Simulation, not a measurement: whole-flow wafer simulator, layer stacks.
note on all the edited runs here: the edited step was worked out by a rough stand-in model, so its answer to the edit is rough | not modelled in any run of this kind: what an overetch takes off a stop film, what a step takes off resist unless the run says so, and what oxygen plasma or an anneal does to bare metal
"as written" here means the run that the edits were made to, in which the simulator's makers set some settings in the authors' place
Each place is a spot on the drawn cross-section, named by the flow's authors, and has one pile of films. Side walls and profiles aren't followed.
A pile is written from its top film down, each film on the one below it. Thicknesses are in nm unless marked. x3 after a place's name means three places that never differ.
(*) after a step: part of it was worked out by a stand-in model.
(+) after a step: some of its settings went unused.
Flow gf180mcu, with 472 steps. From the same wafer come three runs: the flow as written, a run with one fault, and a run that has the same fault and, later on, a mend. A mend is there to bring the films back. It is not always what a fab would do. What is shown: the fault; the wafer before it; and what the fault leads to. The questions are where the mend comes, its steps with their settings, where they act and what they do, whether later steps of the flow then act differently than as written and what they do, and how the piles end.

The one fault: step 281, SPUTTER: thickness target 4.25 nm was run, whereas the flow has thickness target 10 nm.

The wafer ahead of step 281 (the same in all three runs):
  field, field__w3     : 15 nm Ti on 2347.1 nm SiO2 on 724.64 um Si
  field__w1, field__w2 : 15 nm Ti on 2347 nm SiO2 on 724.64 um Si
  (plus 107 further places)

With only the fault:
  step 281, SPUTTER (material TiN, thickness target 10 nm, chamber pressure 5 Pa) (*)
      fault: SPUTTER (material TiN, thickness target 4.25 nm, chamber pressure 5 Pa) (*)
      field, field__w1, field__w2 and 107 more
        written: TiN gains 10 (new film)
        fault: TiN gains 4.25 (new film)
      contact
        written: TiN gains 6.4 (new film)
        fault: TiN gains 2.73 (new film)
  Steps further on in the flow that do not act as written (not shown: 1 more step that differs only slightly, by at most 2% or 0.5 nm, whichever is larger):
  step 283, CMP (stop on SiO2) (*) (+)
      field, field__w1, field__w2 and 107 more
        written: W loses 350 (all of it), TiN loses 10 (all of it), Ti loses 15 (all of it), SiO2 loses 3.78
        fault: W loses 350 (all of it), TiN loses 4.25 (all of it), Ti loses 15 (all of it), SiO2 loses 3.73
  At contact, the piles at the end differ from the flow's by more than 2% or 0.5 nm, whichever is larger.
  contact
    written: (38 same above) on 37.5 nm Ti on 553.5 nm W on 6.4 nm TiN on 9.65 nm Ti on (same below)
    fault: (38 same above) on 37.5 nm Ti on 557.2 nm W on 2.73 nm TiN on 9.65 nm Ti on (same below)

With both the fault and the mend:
  The mend stands after step 281.
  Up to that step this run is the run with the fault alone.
  step 281a, SPUTTER (material TiN, thickness target 5.75 nm, chamber pressure 5 Pa) (*) (a further turn of the flow's step 281, with different settings)
      field, field__w1, field__w2 and 107 more
        TiN gains 5.75
      contact
        TiN gains 3.68
  Later steps of the flow that are run all act as written at every place that is followed.
  At every place that both follow, the piles at the end match the flow's.
